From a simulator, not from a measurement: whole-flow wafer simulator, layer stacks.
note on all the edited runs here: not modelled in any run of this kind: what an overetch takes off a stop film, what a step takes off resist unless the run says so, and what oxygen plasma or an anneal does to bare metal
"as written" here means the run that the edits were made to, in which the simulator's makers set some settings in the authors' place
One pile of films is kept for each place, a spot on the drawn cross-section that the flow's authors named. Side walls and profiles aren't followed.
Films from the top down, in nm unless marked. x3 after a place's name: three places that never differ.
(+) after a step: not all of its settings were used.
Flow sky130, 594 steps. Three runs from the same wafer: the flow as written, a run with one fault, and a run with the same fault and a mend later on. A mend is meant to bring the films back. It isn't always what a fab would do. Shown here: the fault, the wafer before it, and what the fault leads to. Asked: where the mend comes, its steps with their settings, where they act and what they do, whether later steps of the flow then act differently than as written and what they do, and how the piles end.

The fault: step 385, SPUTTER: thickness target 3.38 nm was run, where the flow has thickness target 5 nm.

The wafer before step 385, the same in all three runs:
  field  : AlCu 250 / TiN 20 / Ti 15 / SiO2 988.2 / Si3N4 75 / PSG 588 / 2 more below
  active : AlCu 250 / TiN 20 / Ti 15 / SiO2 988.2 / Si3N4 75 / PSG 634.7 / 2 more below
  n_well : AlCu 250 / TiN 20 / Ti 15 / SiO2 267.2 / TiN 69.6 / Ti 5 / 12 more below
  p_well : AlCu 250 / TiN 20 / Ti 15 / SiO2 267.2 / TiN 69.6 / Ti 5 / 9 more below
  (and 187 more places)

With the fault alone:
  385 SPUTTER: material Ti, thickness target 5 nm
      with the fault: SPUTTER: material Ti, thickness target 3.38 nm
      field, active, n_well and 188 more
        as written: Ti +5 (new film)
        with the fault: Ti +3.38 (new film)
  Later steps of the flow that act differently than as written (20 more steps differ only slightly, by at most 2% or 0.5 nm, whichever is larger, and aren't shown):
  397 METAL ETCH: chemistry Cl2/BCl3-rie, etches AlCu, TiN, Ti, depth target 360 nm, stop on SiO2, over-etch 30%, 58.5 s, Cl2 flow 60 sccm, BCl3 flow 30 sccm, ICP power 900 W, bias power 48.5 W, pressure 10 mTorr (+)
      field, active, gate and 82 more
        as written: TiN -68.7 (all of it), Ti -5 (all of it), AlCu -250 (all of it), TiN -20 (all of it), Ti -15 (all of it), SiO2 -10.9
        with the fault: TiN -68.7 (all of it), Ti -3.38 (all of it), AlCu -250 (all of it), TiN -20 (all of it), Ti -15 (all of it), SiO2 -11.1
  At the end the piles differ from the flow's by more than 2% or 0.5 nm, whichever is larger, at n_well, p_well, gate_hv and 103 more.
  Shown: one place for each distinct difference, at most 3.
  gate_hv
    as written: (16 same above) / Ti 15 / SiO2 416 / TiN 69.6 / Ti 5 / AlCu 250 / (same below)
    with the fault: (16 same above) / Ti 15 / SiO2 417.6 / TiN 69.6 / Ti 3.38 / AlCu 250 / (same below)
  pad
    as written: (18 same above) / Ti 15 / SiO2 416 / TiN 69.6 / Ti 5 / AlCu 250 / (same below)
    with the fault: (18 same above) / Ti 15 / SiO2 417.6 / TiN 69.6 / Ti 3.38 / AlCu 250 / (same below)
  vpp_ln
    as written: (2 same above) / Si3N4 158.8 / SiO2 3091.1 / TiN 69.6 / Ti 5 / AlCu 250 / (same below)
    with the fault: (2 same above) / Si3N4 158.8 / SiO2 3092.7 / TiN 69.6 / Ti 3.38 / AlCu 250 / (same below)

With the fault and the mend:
  The mend comes after step 385.
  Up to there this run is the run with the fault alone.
  385a SPUTTER: material Ti, thickness target 1.62 nm (the flow's step 385 once more, with other settings)
      field, active, n_well and 188 more
        Ti +1.62
  No later step of the flow acts differently than as written at any place that is followed.
  At the end the piles are the same as the flow's at every place that both follow.
